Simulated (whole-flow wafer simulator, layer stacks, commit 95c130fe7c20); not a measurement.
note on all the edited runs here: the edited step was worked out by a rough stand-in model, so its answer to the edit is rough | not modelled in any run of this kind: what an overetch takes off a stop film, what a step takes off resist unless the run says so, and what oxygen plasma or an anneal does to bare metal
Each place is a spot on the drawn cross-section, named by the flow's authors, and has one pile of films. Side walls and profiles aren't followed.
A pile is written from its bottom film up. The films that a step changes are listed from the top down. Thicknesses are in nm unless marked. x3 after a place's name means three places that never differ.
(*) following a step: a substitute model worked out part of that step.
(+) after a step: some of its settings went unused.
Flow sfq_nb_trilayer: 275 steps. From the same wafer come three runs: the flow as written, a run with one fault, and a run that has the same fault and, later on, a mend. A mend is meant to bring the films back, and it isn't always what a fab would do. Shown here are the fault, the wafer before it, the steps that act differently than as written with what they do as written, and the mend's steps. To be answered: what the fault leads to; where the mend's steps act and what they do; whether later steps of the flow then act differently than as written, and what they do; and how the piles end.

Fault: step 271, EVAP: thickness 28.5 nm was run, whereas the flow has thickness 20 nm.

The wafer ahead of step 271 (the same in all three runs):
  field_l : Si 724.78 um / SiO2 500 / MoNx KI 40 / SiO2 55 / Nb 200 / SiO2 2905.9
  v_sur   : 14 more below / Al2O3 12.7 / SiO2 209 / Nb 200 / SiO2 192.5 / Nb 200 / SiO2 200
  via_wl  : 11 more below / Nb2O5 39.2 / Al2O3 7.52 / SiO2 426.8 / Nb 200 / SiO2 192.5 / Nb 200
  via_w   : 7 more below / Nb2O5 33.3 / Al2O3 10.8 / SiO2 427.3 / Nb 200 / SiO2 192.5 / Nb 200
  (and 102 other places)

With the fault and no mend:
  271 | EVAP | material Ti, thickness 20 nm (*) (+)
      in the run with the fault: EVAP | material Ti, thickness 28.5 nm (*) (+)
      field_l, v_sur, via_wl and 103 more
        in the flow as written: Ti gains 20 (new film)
        in the run with the fault: Ti gains 28.5 (new film)
  Steps further on in the flow that do not act as written:
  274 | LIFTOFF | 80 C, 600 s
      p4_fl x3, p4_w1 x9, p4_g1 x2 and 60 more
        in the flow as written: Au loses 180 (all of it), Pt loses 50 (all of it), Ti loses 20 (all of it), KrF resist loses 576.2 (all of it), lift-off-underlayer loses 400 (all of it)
        in the run with the fault: Au loses 180 (all of it), Pt loses 50 (all of it), Ti loses 28.5 (all of it), KrF resist loses 576.2 (all of it), lift-off-underlayer loses 400 (all of it)
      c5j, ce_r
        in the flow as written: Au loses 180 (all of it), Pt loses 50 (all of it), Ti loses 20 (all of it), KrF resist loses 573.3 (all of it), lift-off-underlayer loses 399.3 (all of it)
        in the run with the fault: Au loses 180 (all of it), Pt loses 50 (all of it), Ti loses 28.5 (all of it), KrF resist loses 573.3 (all of it), lift-off-underlayer loses 399.3 (all of it)
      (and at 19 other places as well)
  By the end, the piles at field_l, v_sur, via_wl and 8 more depart from the flow's by more than 2% or 0.5 nm, whichever is larger.
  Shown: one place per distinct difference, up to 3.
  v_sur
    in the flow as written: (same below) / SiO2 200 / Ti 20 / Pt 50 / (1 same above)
    in the run with the fault: (same below) / SiO2 200 / Ti 28.5 / Pt 50 / (1 same above)
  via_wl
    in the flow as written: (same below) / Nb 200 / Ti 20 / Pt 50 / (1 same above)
    in the run with the fault: (same below) / Nb 200 / Ti 28.5 / Pt 50 / (1 same above)
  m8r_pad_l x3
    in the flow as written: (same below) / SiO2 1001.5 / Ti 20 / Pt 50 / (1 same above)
    in the run with the fault: (same below) / SiO2 1001.5 / Ti 28.5 / Pt 50 / (1 same above)

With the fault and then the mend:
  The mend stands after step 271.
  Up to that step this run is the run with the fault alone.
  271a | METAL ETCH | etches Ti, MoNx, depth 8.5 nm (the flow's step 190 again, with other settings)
      field_l, v_sur, via_wl and 103 more
        Ti loses 8.5
  Every later step of the flow that is run acts as written at every place that is followed.
  The piles end the same as the flow's at every place that both follow.
